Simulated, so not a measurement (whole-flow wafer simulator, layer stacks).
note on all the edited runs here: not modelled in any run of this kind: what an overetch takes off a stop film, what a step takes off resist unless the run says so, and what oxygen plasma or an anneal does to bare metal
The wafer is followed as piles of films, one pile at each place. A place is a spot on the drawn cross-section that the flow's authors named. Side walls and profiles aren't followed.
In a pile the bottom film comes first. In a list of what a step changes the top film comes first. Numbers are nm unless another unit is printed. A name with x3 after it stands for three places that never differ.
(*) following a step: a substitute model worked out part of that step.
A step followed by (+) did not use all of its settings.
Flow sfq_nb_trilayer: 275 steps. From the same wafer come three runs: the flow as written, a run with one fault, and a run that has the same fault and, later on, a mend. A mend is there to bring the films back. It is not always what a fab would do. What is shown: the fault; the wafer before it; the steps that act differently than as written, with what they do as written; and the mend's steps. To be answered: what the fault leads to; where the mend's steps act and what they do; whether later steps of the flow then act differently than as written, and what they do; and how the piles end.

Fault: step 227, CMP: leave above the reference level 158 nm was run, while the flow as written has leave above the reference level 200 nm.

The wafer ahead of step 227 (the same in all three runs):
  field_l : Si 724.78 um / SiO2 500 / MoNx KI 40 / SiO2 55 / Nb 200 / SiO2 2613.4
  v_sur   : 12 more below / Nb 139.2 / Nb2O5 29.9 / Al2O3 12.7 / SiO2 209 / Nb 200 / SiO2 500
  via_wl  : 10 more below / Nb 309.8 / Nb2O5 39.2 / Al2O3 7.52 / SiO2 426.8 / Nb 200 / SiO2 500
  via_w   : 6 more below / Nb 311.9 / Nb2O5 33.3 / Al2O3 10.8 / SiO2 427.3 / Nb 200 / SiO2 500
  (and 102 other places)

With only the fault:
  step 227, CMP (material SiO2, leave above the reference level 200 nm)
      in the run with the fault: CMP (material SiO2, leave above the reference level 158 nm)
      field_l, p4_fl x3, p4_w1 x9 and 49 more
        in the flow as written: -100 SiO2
        in the run with the fault: -142 SiO2
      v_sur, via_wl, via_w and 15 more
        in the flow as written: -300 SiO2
        in the run with the fault: -342 SiO2
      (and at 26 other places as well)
  Steps later in the flow that act otherwise than as written (4 more steps, not shown, differ only slightly: by at most 2% or 0.5 nm, whichever is larger):
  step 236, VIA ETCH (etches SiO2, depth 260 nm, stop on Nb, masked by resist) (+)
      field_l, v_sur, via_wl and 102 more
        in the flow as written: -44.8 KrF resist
        in the run with the fault: -40.8 KrF resist
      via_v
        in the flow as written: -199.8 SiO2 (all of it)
        in the run with the fault: -157.8 SiO2 (all of it)
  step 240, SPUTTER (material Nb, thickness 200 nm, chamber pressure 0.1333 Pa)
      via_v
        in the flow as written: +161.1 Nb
        in the run with the fault: +171.3 Nb
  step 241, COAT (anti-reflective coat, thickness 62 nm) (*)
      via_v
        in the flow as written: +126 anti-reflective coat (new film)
        in the run with the fault: +115.1 anti-reflective coat (new film)
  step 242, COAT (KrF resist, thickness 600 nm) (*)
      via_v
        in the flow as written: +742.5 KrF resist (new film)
        in the run with the fault: +708 KrF resist (new film)
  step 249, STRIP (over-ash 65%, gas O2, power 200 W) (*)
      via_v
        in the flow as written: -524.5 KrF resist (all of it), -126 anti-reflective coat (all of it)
        in the run with the fault: -490.1 KrF resist (all of it), -115.1 anti-reflective coat (all of it)
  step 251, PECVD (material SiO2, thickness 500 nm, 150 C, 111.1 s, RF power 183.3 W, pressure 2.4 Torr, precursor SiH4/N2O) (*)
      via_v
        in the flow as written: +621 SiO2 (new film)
        in the run with the fault: +542.8 SiO2 (new film)
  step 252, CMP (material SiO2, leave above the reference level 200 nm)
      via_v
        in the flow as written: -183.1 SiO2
        in the run with the fault: -157.1 SiO2
  The piles end different from the flow's at v_sur, via_wl, via_w and 80 more by more than 2% or 0.5 nm, whichever is larger.
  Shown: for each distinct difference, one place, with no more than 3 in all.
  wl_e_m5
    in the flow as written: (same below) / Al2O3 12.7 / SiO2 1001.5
    in the run with the fault: (same below) / Al2O3 12.7 / SiO2 959.5
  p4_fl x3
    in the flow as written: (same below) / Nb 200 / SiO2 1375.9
    in the run with the fault: (same below) / Nb 200 / SiO2 1333.9
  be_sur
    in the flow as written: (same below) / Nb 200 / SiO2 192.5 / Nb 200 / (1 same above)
    in the run with the fault: (same below) / Nb 200 / SiO2 150.5 / Nb 200 / (1 same above)

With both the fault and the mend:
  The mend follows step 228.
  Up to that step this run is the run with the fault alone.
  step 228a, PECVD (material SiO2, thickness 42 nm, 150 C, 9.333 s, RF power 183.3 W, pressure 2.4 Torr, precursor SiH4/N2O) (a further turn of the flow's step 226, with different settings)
      field_l, v_sur, via_wl and 103 more
        +42 SiO2
  None of the later steps of the flow differs from how it acts as written, at any place that is followed, by more than 2% or 0.5 nm, whichever is larger.
  At every place that both follow, the piles at the end match the flow's.
